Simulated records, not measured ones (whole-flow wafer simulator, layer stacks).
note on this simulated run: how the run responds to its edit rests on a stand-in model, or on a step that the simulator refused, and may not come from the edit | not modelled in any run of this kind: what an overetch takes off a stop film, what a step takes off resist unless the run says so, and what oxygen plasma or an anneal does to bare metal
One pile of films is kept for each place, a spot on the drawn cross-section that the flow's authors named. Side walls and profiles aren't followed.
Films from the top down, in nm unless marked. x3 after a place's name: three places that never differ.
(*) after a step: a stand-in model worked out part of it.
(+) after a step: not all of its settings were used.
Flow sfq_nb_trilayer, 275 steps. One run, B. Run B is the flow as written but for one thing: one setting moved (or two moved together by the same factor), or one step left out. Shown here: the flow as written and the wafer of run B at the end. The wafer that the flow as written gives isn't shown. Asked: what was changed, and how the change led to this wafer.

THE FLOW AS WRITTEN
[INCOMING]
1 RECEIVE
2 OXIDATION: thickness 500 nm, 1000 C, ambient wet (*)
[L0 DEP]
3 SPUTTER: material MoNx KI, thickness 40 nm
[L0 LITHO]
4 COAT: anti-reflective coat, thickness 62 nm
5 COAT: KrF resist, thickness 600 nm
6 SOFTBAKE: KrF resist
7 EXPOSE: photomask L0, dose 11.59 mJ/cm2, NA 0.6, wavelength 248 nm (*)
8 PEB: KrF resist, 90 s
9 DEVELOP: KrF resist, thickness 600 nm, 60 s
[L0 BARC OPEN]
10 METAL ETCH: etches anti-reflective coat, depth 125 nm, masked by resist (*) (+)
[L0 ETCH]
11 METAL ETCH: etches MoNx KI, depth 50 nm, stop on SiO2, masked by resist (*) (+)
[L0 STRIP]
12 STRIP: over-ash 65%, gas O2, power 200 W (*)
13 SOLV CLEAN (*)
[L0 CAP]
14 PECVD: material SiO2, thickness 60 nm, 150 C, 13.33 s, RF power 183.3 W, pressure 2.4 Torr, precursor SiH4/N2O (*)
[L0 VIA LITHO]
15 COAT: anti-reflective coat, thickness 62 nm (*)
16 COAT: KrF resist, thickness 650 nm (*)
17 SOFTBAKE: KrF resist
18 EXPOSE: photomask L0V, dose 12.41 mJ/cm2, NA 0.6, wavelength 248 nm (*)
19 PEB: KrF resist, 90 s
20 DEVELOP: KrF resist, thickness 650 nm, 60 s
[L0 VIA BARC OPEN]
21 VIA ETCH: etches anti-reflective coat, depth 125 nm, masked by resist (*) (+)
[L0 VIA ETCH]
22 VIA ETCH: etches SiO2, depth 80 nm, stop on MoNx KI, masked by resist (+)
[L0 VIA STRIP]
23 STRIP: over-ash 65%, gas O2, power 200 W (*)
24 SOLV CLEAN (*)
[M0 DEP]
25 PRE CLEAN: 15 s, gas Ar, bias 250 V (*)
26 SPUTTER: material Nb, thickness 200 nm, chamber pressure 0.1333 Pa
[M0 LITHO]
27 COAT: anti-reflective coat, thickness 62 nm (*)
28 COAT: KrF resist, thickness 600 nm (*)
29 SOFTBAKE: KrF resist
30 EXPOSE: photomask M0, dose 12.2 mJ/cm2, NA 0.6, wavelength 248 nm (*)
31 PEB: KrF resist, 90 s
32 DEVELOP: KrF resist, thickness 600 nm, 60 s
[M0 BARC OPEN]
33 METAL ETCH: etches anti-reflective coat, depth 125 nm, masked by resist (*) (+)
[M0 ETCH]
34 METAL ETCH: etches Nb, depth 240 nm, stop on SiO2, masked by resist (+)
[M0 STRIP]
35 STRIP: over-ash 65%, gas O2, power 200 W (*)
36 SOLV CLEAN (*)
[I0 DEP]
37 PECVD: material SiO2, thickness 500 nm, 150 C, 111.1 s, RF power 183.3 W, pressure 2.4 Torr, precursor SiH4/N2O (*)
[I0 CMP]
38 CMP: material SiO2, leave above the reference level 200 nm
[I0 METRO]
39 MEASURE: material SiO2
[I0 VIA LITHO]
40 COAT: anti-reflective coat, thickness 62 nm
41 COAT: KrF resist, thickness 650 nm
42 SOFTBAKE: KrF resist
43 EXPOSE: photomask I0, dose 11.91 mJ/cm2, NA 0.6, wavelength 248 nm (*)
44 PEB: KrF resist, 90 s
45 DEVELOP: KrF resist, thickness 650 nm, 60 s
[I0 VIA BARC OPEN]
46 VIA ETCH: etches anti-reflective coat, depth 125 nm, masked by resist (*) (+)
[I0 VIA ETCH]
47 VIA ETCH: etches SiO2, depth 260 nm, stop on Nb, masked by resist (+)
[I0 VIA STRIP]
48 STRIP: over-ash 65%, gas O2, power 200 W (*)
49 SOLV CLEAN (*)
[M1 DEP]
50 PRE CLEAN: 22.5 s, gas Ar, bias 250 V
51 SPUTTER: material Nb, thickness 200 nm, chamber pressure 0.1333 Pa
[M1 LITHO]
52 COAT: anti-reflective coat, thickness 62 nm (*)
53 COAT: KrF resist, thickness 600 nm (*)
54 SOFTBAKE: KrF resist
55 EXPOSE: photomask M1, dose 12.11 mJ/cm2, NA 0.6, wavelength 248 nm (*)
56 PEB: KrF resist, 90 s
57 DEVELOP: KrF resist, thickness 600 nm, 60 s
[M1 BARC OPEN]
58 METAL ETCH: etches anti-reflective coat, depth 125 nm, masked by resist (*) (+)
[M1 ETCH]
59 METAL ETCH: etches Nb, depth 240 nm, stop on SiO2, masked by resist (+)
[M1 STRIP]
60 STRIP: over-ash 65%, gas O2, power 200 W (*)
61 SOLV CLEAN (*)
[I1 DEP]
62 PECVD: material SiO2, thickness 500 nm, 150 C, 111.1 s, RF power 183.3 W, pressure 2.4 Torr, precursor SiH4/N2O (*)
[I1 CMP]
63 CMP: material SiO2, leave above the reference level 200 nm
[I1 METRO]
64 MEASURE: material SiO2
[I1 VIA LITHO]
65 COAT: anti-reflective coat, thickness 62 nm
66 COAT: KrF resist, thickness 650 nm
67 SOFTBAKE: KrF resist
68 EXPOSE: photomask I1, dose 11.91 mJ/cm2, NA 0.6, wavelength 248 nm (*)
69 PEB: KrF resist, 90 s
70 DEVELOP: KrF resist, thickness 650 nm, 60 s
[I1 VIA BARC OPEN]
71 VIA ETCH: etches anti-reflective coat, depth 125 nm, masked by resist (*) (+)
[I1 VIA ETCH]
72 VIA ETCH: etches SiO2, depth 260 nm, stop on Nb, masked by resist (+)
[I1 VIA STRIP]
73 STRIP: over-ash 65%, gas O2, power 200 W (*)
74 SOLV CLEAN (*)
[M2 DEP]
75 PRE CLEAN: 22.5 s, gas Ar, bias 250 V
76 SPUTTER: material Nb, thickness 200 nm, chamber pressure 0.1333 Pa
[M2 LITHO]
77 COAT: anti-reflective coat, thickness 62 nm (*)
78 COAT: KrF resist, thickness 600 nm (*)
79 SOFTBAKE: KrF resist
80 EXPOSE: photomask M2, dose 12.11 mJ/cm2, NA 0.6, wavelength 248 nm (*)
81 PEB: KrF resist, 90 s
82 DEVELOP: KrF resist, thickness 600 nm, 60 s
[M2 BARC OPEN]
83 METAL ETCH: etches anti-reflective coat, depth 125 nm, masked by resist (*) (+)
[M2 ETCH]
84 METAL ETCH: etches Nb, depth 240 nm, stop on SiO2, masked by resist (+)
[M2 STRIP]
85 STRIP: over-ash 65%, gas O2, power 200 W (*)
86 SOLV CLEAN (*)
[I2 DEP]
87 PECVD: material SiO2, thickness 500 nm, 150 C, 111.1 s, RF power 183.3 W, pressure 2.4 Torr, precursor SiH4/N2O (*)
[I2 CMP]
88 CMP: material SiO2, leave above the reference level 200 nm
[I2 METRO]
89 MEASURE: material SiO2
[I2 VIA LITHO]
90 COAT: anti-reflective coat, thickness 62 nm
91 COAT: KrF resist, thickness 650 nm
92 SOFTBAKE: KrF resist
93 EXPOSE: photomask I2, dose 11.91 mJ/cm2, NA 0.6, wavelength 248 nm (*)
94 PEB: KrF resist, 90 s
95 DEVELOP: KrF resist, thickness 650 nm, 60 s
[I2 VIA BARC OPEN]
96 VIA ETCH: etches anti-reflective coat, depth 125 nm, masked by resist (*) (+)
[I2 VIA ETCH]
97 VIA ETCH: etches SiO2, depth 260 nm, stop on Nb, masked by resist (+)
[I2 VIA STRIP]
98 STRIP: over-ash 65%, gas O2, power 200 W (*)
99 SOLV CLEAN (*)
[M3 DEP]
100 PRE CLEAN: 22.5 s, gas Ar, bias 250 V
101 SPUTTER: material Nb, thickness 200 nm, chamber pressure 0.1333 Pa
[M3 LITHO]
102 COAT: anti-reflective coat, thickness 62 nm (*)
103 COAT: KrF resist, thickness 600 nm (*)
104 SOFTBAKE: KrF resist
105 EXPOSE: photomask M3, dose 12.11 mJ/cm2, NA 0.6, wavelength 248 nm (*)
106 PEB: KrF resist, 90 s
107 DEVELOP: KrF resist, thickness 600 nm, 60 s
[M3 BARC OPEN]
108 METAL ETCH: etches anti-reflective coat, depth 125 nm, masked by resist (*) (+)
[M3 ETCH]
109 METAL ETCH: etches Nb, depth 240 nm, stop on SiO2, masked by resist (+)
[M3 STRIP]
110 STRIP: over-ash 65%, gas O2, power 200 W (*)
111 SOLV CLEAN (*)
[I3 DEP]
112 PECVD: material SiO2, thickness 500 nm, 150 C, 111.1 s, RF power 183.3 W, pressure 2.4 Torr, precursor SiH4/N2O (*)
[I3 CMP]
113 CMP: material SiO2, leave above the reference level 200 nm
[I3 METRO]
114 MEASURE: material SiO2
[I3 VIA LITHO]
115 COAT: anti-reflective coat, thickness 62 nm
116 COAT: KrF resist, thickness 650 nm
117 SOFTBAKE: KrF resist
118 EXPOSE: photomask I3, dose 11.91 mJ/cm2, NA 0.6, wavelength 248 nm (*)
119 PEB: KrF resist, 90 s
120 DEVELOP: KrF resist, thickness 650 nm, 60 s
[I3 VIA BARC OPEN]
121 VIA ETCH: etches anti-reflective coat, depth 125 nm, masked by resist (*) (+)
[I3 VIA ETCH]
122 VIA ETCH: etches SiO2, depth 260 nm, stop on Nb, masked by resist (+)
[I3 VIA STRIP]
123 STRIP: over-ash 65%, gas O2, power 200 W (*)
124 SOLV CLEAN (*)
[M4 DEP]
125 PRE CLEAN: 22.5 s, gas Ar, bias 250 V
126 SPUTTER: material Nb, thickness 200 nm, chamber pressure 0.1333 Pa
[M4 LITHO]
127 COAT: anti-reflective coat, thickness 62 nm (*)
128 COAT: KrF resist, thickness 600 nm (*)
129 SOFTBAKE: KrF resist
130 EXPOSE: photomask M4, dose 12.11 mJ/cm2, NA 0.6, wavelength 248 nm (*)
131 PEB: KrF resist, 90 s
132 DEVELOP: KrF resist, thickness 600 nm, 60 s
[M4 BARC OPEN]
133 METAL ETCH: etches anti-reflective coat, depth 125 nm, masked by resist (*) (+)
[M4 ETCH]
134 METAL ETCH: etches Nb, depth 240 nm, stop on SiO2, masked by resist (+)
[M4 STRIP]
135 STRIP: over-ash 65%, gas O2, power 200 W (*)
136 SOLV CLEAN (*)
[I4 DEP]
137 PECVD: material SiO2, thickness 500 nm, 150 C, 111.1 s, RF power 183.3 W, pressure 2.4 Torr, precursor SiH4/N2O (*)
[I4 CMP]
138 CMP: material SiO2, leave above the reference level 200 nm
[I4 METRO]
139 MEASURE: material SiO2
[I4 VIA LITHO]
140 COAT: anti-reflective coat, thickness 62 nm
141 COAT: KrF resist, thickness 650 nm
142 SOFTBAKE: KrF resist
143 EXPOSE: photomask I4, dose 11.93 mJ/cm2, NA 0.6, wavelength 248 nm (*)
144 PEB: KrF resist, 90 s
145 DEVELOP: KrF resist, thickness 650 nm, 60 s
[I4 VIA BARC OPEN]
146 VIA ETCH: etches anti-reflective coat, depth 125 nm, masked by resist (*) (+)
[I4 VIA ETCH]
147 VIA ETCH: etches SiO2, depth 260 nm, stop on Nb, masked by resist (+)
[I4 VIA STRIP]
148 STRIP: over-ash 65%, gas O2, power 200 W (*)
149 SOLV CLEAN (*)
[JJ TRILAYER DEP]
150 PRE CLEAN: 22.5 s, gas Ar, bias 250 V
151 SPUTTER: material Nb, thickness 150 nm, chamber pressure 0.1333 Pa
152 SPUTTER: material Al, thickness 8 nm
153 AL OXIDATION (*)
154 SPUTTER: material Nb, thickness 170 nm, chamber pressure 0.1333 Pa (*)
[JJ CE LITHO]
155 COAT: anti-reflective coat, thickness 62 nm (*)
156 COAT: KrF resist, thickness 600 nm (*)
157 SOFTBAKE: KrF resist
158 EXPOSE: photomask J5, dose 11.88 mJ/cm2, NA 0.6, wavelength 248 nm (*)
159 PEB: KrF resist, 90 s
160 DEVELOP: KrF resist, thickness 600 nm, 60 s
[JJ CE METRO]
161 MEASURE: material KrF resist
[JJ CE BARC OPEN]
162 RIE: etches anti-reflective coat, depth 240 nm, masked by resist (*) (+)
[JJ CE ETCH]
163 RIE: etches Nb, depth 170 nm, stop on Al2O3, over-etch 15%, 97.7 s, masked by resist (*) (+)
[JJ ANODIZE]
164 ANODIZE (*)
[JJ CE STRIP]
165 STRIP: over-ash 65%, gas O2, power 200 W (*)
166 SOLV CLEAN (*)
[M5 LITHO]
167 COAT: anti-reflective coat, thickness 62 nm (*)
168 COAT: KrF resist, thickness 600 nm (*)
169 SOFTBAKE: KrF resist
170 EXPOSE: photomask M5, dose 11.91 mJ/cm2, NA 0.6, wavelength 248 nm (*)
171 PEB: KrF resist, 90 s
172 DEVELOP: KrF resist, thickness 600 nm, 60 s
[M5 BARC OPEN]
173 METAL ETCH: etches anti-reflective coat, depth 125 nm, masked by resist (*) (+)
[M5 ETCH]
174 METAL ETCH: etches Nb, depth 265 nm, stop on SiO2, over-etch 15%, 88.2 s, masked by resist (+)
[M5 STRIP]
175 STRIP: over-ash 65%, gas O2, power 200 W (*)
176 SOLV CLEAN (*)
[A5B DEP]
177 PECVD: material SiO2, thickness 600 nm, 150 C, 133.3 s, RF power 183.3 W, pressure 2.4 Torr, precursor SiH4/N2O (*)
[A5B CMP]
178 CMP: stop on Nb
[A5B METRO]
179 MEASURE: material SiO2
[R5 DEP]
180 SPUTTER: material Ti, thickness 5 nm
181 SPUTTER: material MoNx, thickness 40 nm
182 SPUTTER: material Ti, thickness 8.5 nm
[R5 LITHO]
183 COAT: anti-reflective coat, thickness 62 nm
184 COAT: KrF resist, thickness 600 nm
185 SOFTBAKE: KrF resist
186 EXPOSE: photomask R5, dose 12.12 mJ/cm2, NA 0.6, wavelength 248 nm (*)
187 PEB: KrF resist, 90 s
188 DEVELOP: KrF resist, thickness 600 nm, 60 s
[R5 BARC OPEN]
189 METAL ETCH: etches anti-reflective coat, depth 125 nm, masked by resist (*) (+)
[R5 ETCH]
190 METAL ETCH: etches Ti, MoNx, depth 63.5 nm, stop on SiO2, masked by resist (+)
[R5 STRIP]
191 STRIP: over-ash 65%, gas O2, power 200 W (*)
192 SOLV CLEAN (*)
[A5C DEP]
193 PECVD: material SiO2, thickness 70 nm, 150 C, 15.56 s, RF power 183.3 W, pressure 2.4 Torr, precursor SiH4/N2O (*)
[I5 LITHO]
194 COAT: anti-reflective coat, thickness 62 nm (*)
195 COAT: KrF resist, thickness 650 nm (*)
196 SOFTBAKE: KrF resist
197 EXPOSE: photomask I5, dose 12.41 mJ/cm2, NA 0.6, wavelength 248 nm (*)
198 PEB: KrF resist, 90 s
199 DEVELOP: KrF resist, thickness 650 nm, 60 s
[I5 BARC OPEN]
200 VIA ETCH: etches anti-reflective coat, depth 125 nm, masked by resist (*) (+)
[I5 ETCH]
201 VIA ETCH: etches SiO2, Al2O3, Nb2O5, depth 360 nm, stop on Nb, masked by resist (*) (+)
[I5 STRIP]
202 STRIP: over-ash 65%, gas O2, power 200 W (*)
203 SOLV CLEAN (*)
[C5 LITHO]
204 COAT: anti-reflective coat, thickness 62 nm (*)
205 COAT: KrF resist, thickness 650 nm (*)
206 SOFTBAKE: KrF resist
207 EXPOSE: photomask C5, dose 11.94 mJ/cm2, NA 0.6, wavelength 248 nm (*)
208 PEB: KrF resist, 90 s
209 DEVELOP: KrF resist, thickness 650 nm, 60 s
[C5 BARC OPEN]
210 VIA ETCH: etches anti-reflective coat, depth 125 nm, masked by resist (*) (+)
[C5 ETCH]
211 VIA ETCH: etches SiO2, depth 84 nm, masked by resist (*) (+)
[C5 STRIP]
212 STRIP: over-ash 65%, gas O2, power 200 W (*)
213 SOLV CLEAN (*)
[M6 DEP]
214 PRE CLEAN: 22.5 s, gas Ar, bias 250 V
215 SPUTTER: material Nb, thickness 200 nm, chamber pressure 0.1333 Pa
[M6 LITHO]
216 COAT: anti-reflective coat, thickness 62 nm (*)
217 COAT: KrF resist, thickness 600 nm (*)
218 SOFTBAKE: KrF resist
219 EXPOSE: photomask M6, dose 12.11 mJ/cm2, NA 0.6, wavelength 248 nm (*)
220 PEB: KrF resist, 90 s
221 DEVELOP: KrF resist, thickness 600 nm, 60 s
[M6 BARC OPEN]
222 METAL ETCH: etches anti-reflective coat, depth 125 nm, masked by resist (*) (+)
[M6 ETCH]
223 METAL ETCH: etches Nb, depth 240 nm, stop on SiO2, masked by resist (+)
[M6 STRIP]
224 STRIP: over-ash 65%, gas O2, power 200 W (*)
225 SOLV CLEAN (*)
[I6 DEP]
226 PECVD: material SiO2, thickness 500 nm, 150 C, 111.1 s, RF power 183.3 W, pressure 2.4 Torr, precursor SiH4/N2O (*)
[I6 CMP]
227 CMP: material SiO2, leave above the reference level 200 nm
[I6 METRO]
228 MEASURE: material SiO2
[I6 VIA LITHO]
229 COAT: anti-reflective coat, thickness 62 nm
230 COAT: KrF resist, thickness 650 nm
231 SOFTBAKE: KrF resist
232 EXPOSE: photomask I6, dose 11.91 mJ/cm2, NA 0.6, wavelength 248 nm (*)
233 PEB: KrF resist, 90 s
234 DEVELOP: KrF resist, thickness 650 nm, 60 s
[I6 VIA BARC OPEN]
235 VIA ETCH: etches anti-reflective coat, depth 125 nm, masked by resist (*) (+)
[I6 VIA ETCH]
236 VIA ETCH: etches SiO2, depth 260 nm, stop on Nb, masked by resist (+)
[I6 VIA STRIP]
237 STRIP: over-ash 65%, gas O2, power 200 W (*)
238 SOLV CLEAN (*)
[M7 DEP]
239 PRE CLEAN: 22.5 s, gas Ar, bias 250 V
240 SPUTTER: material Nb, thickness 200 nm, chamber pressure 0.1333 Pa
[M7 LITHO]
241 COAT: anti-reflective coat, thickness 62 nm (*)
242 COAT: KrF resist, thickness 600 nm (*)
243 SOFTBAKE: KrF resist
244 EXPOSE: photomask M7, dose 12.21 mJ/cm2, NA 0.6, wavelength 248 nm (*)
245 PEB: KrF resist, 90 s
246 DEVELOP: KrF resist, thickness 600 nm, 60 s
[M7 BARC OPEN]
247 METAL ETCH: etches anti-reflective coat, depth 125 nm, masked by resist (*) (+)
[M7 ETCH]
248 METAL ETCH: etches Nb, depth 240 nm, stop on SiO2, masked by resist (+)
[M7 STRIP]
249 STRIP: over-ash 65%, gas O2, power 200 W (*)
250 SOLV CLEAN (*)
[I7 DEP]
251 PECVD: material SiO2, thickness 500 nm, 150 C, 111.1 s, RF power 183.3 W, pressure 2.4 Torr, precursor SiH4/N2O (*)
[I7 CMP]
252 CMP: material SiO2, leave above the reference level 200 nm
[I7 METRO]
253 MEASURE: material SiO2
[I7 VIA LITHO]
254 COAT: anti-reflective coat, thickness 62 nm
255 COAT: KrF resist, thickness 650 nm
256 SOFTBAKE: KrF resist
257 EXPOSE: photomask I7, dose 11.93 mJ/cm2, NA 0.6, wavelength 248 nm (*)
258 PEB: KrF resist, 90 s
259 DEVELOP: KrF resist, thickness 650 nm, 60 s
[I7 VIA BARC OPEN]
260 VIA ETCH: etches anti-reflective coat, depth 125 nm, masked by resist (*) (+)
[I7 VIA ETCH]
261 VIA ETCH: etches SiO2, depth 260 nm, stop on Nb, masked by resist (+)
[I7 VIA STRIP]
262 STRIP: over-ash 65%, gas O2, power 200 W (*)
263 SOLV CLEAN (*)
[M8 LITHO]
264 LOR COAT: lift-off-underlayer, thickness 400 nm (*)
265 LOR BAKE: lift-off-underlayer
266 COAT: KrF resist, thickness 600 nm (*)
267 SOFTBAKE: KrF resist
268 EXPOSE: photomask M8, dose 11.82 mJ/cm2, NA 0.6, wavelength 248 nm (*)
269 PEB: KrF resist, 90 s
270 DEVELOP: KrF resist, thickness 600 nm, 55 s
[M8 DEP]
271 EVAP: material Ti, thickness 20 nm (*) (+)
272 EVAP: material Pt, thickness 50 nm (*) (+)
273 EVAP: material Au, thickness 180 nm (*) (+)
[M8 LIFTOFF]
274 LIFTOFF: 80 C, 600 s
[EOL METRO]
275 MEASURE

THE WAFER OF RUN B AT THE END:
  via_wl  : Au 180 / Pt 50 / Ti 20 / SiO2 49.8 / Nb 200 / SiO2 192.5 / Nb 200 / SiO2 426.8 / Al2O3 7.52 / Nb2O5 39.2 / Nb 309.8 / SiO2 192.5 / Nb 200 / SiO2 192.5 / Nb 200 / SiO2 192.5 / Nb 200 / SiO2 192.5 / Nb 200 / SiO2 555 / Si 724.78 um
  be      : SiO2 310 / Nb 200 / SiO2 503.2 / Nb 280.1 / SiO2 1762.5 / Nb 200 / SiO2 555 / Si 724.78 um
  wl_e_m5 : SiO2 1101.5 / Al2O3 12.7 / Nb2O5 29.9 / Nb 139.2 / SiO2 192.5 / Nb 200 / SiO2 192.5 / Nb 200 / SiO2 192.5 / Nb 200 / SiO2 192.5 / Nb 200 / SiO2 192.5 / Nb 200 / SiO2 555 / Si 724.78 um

The cause: step 252, CMP: leave above the reference level 310 nm was run, where the flow has leave above the reference level 200 nm.
It can be read off the wafer: be has SiO2 310, and step 252 as written asks for 200 nm.

How the change led to this, step by step:
  252 CMP: material SiO2, leave above the reference level 200 nm
      field_l, p4_fl, p4_fm and 56 more: nothing (as written it would be: SiO2 -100)
      field_r, lsp_l: nothing (as written it would be: SiO2 -77.7)
      (and at 45 more places)
  254 COAT: anti-reflective coat, thickness 62 nm
      m0r_space_l, m0r_space_r, m6r_space_l, m6r_space_r: anti-reflective coat +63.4 (new film) (as written it would be: anti-reflective coat +62 (new film))
      p3_s0, wl_e_sr: anti-reflective coat +63.3 (new film) (as written it would be: anti-reflective coat +62 (new film))
      (and at 19 more places)
  255 COAT: KrF resist, thickness 650 nm
      lsp_l: KrF resist +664 (new film) (as written it would be: KrF resist +650 (new film))
  261 VIA ETCH: etches SiO2, depth 260 nm, stop on Nb, masked by resist (+)
      via_wl, via_w, via_wr: SiO2 -260 (as written it would be: SiO2 -199.8 (all of it))
  262 STRIP: over-ash 65%, gas O2, power 200 W (*)
      m0r_space_l, m0r_space_r, m6r_space_l, m6r_space_r: KrF resist -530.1 (all of it), anti-reflective coat -63.4 (all of it) (as written it would be: KrF resist -528.6 (all of it), anti-reflective coat -62 (all of it))
      m5r_linepad_l, m5r_linepad_r: KrF resist -527.1 (all of it), anti-reflective coat -66.4 (all of it) (as written it would be: KrF resist -528.6 (all of it), anti-reflective coat -62 (all of it))
      (and at 19 more places)
  264 LOR COAT: lift-off-underlayer, thickness 400 nm (*)
      v_sur: lift-off-underlayer +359 (new film) (as written it would be: lift-off-underlayer +369.4 (new film))
      via_wl: lift-off-underlayer +591.5 (new film) (as written it would be: lift-off-underlayer +549.8 (new film))
      (and at 7 more places)
  270 DEVELOP: KrF resist, thickness 600 nm, 55 s
      v_sur: KrF resist -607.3 (all of it), lift-off-underlayer -359 (all of it) (as written it would be: KrF resist -607.3 (all of it), lift-off-underlayer -369.4 (all of it))
      via_wl: KrF resist -631.2 (all of it), lift-off-underlayer -591.5 (all of it) (as written it would be: KrF resist -623.9 (all of it), lift-off-underlayer -549.8 (all of it))
      (and at 3 more places)
  274 LIFTOFF: 80 C, 600 s
      field_r: Au -180 (all of it), Pt -50 (all of it), Ti -20 (all of it), KrF resist -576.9 (all of it), lift-off-underlayer -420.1 (all of it) (as written it would be: Au -180 (all of it), Pt -50 (all of it), Ti -20 (all of it), KrF resist -573.5 (all of it), lift-off-underlayer -399.6 (all of it))
      lsp_l: Au -180 (all of it), Pt -50 (all of it), Ti -20 (all of it), KrF resist -577.7 (all of it), lift-off-underlayer -419 (all of it) (as written it would be: Au -180 (all of it), Pt -50 (all of it), Ti -20 (all of it), KrF resist -573.4 (all of it), lift-off-underlayer -399.6 (all of it))
      (and at 2 more places)
Counting metal films that touch as one body, via_wl has 8 bodies (between them, from the top down: SiO2 49.8; SiO2 192.5; SiO2 426.8 / Al2O3 7.52 / Nb2O5 39.2; SiO2 192.5; SiO2 192.5; SiO2 192.5; SiO2 192.5); the flow as written gives 7 bodies (between them, from the top down: SiO2 192.5; SiO2 426.8 / Al2O3 7.52 / Nb2O5 39.2; SiO2 192.5; SiO2 192.5; SiO2 192.5; SiO2 192.5).
